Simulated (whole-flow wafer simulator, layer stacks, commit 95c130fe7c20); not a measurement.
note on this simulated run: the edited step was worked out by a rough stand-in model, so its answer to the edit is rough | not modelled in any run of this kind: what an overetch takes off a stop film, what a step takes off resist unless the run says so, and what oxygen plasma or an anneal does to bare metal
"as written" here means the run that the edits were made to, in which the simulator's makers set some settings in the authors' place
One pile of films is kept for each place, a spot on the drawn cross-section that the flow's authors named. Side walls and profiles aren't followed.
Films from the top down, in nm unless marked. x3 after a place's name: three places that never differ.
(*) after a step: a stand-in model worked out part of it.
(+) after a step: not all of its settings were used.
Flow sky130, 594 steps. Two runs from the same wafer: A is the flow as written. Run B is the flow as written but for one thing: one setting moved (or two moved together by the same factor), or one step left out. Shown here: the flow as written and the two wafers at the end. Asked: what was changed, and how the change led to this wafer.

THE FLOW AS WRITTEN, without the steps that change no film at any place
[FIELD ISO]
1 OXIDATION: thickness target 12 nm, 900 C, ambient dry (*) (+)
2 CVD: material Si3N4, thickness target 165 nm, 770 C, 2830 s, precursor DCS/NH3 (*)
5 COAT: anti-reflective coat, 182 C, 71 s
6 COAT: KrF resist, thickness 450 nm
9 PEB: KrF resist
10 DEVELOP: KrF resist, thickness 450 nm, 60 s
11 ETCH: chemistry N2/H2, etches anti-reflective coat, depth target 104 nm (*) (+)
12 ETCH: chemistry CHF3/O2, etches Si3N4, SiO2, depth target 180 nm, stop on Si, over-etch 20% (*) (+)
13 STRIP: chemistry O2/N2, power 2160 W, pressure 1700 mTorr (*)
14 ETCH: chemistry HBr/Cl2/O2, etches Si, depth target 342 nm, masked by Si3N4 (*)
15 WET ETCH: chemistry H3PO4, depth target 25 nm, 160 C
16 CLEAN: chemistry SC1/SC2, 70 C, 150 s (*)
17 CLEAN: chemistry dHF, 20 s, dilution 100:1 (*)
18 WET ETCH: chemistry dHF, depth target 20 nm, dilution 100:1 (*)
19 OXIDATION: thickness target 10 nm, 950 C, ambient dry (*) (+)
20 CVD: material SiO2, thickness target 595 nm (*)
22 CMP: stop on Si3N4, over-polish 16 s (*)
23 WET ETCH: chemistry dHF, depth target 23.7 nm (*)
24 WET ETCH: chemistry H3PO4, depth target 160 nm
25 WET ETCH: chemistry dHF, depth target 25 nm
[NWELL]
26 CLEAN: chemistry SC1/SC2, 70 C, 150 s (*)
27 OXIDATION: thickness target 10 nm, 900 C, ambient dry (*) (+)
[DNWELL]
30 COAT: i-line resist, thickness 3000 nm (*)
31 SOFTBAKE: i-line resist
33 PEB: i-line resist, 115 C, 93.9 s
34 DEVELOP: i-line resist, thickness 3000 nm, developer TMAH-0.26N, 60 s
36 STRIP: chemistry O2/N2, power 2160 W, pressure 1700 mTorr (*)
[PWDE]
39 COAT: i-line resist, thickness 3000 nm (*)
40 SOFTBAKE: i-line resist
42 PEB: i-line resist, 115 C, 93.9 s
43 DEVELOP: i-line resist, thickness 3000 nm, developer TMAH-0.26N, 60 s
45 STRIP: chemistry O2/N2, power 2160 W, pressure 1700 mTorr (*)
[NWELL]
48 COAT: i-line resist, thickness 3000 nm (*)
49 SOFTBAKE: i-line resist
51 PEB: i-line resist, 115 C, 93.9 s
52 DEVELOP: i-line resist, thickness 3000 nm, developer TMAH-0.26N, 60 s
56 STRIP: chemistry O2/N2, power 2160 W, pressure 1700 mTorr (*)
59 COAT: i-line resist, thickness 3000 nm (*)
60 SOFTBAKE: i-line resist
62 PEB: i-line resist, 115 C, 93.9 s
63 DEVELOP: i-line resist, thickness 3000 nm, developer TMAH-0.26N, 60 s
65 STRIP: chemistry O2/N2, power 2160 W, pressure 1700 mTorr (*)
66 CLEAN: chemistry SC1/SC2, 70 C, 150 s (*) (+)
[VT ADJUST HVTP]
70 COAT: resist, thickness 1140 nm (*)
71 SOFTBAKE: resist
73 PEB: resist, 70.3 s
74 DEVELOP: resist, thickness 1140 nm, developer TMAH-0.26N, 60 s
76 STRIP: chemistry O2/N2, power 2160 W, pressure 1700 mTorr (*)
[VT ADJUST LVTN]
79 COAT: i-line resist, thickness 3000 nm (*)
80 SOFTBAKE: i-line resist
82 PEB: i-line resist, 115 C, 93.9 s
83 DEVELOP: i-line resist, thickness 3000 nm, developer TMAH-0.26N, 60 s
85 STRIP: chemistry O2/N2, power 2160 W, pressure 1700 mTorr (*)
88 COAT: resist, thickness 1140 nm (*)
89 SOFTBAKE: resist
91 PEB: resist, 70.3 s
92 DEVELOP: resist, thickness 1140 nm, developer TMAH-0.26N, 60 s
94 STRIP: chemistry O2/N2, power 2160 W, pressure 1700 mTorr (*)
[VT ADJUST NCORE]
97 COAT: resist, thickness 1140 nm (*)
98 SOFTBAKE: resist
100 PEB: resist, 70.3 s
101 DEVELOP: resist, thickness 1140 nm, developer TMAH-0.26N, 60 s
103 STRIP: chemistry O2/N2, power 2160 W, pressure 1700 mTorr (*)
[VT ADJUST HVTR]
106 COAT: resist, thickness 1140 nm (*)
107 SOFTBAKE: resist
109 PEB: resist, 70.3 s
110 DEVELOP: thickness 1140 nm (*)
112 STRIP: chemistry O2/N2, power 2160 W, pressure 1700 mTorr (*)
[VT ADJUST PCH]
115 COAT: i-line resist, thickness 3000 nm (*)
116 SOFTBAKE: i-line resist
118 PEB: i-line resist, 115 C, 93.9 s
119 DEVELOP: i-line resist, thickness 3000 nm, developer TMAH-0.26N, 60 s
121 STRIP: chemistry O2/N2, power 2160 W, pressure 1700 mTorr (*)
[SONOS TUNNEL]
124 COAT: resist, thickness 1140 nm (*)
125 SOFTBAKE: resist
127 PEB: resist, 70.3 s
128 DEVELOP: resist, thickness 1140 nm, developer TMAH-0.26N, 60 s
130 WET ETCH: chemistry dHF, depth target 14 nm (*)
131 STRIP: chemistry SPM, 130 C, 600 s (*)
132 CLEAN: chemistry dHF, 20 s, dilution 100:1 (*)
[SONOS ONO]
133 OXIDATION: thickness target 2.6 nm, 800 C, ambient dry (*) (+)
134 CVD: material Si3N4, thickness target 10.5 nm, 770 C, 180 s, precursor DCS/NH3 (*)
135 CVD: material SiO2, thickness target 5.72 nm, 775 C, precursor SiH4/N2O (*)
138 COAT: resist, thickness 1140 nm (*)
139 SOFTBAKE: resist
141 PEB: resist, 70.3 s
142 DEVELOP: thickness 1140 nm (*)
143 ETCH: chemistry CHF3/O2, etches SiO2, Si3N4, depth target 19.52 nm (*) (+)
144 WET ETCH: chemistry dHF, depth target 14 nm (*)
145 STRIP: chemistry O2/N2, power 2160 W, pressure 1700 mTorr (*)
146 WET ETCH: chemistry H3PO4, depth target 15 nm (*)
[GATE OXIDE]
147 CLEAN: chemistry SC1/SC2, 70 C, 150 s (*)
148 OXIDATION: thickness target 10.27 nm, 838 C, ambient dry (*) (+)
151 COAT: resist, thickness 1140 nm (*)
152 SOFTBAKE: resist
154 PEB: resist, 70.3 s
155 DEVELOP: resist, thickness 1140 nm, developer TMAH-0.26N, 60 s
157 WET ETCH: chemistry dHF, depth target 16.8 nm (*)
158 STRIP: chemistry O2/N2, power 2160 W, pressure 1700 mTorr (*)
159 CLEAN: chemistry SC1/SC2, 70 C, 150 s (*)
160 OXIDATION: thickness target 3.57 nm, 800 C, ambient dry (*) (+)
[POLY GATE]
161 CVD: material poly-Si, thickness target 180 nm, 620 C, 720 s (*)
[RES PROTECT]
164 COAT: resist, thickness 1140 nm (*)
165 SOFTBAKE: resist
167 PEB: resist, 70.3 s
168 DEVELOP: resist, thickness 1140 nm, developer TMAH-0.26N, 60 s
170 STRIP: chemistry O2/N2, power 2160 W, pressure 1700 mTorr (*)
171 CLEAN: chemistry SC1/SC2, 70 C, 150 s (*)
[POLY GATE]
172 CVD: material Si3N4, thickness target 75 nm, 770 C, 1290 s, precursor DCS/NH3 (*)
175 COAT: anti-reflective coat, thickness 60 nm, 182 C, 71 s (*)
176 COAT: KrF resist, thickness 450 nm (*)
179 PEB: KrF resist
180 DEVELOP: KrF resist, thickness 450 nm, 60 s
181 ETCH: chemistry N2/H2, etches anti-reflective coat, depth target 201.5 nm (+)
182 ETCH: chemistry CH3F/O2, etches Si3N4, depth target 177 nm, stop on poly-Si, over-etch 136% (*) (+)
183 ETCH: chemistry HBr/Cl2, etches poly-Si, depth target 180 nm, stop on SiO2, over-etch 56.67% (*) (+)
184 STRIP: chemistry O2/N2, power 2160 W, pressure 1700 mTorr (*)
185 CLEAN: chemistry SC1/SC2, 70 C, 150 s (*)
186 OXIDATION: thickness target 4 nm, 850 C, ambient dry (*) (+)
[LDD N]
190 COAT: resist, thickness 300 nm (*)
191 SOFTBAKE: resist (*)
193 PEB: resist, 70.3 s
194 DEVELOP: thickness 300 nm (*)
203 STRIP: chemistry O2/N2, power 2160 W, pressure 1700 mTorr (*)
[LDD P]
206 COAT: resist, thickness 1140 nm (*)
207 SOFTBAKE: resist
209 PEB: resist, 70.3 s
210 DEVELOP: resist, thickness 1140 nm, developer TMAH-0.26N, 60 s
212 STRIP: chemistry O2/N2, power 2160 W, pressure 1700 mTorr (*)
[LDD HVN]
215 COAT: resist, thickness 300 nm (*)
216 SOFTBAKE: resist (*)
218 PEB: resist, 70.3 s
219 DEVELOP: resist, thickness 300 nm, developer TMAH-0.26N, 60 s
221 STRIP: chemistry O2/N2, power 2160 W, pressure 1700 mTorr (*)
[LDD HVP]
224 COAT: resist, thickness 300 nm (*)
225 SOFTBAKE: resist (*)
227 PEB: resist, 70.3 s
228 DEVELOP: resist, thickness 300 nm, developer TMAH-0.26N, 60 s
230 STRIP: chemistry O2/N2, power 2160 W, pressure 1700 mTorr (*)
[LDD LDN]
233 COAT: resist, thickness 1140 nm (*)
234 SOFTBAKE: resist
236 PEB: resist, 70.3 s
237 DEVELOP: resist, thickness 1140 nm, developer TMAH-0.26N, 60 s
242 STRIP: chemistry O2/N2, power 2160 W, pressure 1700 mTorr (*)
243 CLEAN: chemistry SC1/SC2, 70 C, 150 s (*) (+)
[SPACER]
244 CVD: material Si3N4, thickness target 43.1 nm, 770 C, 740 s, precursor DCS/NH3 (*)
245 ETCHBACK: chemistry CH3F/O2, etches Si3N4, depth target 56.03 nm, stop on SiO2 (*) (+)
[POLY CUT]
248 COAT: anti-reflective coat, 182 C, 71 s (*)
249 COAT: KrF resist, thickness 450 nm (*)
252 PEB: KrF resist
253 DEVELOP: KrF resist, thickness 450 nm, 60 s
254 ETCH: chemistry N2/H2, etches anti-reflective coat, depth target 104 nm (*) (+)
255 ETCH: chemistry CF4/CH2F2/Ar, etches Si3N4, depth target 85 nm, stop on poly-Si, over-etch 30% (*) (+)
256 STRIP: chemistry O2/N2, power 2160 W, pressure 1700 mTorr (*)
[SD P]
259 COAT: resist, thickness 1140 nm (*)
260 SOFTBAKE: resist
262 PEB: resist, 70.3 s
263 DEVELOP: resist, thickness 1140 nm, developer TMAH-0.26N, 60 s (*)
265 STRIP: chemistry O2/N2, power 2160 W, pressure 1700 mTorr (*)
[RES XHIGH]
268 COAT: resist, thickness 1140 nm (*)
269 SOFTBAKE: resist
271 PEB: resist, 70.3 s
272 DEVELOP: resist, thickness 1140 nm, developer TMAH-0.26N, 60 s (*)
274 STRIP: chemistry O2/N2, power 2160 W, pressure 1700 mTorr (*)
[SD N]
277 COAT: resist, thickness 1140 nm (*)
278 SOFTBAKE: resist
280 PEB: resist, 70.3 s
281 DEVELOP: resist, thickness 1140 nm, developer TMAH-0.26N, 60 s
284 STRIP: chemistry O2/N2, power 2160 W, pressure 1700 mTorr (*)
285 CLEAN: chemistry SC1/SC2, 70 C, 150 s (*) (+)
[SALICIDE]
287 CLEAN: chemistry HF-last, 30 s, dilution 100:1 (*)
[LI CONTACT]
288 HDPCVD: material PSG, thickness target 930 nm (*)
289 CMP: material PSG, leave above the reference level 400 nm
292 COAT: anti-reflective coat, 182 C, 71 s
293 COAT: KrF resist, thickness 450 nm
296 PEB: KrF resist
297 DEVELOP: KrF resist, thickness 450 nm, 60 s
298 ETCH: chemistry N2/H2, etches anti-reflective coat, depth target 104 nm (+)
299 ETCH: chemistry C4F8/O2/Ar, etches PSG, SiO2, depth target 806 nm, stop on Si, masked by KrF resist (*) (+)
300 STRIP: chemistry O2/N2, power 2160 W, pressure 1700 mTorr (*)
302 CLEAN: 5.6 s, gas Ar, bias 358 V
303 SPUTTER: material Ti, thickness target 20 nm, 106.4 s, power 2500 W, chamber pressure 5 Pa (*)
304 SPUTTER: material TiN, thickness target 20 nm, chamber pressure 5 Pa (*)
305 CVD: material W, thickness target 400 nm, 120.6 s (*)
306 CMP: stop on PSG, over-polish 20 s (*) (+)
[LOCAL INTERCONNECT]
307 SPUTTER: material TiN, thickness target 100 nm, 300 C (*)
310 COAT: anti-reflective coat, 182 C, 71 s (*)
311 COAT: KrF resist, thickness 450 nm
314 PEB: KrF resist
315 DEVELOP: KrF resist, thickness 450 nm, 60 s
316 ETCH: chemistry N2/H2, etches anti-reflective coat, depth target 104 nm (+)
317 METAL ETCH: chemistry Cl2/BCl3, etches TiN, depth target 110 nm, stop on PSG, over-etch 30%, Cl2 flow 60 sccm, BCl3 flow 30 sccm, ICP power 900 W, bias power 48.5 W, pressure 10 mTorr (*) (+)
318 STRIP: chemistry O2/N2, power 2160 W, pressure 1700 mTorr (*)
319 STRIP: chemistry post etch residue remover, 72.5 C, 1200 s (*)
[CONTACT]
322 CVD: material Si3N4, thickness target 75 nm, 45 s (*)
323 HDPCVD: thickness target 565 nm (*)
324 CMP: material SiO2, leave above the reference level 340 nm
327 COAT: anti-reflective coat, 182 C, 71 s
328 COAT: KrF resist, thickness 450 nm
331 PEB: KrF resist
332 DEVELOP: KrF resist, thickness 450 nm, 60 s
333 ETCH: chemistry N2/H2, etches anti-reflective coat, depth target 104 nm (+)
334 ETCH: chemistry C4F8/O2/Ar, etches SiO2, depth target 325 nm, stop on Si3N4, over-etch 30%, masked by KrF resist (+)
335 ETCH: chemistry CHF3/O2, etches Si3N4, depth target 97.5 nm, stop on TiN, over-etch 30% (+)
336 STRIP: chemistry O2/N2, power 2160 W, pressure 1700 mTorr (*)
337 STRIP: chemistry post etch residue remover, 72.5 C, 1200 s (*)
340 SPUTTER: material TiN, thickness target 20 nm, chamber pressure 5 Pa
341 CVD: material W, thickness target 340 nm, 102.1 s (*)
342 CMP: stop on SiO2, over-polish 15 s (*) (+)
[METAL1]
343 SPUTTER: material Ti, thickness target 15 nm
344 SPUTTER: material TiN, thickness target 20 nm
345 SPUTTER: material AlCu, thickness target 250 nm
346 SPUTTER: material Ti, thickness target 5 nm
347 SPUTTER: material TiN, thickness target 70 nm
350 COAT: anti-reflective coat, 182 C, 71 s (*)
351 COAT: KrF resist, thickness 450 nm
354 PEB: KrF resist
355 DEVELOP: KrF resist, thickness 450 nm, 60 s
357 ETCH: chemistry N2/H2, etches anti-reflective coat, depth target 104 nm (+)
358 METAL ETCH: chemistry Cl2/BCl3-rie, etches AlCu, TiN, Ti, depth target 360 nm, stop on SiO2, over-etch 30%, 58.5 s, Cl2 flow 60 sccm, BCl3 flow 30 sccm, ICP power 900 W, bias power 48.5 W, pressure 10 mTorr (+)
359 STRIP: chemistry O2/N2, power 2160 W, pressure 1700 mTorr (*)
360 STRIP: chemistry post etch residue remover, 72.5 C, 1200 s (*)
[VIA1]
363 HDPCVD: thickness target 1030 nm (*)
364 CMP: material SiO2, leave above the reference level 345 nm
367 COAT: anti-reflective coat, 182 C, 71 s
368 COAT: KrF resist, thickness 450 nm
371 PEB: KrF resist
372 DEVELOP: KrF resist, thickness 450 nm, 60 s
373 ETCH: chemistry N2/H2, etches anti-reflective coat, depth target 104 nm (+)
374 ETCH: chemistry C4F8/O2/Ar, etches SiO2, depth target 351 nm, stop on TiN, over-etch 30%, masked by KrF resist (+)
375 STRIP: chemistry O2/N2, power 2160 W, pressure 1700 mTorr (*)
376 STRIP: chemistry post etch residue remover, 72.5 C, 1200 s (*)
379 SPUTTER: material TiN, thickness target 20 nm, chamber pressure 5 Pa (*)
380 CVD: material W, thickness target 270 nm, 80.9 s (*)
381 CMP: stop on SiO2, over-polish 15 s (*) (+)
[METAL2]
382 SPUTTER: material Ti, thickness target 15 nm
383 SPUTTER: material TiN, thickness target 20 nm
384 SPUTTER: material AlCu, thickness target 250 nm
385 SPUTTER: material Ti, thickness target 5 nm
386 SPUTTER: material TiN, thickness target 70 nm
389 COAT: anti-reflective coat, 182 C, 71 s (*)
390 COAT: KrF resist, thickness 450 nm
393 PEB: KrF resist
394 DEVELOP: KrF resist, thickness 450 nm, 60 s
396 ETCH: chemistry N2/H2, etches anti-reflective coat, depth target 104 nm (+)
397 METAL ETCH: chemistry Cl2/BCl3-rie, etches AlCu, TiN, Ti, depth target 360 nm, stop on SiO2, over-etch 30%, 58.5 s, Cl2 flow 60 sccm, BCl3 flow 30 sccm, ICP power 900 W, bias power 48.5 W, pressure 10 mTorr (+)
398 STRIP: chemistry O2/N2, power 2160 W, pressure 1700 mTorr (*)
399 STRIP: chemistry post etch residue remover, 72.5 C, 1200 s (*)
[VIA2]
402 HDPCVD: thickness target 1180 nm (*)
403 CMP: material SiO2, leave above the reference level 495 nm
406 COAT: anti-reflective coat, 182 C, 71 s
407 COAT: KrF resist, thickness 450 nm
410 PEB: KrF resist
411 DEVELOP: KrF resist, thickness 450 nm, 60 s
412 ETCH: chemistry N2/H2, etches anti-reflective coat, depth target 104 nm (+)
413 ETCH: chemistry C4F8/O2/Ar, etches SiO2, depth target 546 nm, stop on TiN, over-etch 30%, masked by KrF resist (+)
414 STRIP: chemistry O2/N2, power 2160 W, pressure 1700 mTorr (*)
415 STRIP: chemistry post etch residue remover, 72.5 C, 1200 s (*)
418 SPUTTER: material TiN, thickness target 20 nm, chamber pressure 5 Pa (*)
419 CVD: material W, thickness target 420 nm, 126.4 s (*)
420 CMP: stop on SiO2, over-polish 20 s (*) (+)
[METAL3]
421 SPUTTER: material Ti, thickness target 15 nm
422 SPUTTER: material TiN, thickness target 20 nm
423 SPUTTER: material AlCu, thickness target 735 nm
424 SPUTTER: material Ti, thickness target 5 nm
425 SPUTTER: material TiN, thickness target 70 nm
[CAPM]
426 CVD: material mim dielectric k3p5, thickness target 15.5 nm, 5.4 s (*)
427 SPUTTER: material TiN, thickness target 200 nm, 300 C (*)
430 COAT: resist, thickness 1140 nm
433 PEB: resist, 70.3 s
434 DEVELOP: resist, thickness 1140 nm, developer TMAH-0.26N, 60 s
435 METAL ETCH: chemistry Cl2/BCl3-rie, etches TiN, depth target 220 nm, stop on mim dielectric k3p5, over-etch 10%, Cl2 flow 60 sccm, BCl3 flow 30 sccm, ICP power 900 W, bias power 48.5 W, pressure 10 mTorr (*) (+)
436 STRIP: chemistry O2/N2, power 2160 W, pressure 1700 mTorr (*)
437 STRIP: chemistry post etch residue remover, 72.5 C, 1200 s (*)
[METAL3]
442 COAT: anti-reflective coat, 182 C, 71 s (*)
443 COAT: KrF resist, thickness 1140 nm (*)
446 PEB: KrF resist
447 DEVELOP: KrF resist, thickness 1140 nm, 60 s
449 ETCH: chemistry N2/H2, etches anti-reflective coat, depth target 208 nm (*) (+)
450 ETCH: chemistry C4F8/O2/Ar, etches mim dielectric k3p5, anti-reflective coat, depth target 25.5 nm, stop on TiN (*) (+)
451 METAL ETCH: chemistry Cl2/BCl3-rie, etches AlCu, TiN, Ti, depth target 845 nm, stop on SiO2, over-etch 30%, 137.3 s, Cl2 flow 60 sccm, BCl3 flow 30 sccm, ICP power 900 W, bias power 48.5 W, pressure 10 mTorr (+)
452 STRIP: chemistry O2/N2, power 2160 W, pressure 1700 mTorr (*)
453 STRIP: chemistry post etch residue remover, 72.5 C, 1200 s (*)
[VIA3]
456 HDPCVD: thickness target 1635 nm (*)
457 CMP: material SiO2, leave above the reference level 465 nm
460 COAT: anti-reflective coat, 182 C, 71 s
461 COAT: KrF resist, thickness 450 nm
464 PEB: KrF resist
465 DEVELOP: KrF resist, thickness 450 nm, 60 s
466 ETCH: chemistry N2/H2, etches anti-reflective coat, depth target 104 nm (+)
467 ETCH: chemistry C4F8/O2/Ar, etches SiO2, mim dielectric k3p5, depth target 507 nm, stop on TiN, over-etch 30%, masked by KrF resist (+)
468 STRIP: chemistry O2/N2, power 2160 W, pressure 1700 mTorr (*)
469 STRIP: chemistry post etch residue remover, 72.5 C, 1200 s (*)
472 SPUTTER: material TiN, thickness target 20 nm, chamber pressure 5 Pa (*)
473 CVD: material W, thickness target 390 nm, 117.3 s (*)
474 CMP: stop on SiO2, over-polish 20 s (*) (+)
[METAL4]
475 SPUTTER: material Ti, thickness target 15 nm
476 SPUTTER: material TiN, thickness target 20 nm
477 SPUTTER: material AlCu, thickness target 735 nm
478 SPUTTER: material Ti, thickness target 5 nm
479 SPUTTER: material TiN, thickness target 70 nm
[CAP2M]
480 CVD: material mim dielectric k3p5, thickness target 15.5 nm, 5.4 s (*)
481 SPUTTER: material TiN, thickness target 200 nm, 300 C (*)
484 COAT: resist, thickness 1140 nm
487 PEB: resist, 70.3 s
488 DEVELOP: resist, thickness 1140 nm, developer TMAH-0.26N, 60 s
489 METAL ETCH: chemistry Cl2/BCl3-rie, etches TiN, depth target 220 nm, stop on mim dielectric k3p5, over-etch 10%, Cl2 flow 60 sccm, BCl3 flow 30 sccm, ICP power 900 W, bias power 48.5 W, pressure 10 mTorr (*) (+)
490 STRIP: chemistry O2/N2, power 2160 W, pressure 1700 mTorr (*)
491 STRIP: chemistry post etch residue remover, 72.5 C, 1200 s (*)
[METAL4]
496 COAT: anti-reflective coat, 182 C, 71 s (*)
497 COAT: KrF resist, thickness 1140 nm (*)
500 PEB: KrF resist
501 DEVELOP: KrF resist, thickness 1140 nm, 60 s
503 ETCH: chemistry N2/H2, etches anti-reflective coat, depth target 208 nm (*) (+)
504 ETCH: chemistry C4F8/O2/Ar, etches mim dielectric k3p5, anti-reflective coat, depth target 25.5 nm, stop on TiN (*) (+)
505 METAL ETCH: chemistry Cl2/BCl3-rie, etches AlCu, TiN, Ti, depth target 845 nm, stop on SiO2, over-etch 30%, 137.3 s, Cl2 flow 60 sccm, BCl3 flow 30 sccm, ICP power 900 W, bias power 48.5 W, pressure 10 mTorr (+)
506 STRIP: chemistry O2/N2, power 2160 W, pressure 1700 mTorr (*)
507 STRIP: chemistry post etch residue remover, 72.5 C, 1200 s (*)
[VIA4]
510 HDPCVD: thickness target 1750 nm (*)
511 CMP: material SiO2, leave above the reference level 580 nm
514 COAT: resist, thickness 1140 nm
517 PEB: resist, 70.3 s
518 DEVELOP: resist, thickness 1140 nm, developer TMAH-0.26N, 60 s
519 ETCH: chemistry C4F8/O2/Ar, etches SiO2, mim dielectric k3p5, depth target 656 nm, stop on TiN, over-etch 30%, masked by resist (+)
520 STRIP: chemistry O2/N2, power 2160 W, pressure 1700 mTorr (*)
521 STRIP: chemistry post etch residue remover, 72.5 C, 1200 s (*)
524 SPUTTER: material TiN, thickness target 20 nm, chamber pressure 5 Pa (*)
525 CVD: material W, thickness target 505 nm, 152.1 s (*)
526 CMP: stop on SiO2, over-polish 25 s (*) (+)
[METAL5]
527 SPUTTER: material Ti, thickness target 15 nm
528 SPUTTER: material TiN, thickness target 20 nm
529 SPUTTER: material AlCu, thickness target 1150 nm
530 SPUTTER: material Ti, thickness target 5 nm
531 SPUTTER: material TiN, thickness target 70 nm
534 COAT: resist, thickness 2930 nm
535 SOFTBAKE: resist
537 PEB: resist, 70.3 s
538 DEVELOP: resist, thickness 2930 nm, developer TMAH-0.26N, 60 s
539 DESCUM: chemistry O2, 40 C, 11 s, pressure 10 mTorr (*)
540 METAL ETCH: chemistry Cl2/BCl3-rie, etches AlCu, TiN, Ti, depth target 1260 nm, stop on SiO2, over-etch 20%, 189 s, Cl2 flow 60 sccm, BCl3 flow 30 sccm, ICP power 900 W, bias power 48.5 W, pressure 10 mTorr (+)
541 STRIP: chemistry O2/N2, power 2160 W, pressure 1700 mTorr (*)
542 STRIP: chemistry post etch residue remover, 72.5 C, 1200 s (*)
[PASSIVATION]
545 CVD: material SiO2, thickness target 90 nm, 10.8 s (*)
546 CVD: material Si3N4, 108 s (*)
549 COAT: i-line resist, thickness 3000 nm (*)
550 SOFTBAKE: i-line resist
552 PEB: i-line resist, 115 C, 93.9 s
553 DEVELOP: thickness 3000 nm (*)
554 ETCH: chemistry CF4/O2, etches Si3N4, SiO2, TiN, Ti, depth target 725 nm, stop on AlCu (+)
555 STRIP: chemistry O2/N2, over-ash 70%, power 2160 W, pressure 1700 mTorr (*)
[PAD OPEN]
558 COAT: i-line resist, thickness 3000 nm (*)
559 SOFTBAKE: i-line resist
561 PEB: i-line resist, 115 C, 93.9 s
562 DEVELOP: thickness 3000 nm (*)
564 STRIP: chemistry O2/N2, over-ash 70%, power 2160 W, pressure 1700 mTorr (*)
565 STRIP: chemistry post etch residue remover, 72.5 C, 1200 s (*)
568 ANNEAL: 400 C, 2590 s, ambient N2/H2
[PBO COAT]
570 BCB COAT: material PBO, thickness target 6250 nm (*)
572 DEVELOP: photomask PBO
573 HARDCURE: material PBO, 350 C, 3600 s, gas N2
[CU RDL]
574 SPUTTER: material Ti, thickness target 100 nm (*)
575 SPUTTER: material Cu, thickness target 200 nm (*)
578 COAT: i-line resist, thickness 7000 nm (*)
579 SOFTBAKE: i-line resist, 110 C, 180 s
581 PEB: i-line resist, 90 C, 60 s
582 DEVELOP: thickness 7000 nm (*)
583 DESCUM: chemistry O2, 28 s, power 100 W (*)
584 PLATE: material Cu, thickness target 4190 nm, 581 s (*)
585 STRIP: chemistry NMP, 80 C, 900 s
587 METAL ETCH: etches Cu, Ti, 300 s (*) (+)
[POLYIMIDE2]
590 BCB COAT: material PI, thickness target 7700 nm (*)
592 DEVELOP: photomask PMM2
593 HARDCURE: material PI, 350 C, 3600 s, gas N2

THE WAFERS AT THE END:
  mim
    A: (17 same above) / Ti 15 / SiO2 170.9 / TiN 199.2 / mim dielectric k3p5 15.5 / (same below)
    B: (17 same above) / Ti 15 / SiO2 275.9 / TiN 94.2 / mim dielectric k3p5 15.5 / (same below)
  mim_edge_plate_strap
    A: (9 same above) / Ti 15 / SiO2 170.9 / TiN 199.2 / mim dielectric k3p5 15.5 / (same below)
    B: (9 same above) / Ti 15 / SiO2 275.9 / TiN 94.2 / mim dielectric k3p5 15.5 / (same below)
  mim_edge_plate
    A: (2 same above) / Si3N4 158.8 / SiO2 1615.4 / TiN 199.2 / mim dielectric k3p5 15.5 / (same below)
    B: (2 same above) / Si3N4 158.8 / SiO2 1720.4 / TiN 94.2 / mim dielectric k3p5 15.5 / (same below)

The cause: step 427, SPUTTER: thickness target 95 nm was run, where the flow has thickness target 200 nm.

How the change led to this, step by step:
  427 SPUTTER: material TiN, thickness target 200 nm, 300 C (*)
      field, active, n_well and 188 more: A TiN +200 (new film) | B TiN +95 (new film)
  435 METAL ETCH: chemistry Cl2/BCl3-rie, etches TiN, depth target 220 nm, stop on mim dielectric k3p5, over-etch 10%, Cl2 flow 60 sccm, BCl3 flow 30 sccm, ICP power 900 W, bias power 48.5 W, pressure 10 mTorr (*) (+)
      field, active, n_well and 185 more: A TiN -200 (all of it) | B TiN -95 (all of it)
      mim, mim_edge_plate_strap, mim_edge_plate: A resist -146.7 | B resist -69.7
  436 STRIP: chemistry O2/N2, power 2160 W, pressure 1700 mTorr (*)
      mim, mim_edge_plate_strap, mim_edge_plate: A resist -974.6 (all of it) | B resist -1051.6 (all of it)
  442 COAT: anti-reflective coat, 182 C, 71 s (*)
      rpm_encl, rpm_encl_psd, rpm_encl_urpm: A anti-reflective coat +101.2 (new film) | B anti-reflective coat +98.5 (new film)
      poly_licon, rpo_hd_licon: A anti-reflective coat +57.6 (new film) | B anti-reflective coat +81.8 (new film)
      (and at 9 more places)
  443 COAT: KrF resist, thickness 1140 nm (*)
      mim_edge_plate_strap, mim_edge_plate: A KrF resist +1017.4 (new film) | B KrF resist +1122.4 (new film)
      poly_licon, rpo_hd_licon: A KrF resist +1171.3 (new film) | B KrF resist +1143.9 (new film)
      (and at 3 more places)
  447 DEVELOP: KrF resist, thickness 1140 nm, 60 s
      poly_licon, rpo_hd_licon: A KrF resist -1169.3 (all of it) | B KrF resist -1142 (all of it)
      rxpo_ln: A KrF resist -1165.6 (all of it) | B KrF resist -1137.1 (all of it)
  449 ETCH: chemistry N2/H2, etches anti-reflective coat, depth target 208 nm (*) (+)
      rpm_encl, rpm_encl_psd, rpm_encl_urpm: A anti-reflective coat -101.2 (all of it) | B anti-reflective coat -98.5 (all of it)
      poly_licon, rpo_hd_licon: A anti-reflective coat -57.6 (all of it) | B anti-reflective coat -81.8 (all of it)
      (and at 3 more places)
  452 STRIP: chemistry O2/N2, power 2160 W, pressure 1700 mTorr (*)
      mim_edge_plate_strap, mim_edge_plate: A KrF resist -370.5 (all of it), anti-reflective coat -3 (all of it) | B KrF resist -475.3 (all of it), anti-reflective coat -3 (all of it)
      mim: A KrF resist -378.7 (all of it), anti-reflective coat -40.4 (all of it) | B KrF resist -461 (all of it), anti-reflective coat -33.1 (all of it)
      (and at 5 more places)
  457 CMP: material SiO2, leave above the reference level 465 nm
      mim, mim_edge_plate_strap, mim_edge_plate: A SiO2 -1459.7 | B SiO2 -1354.7
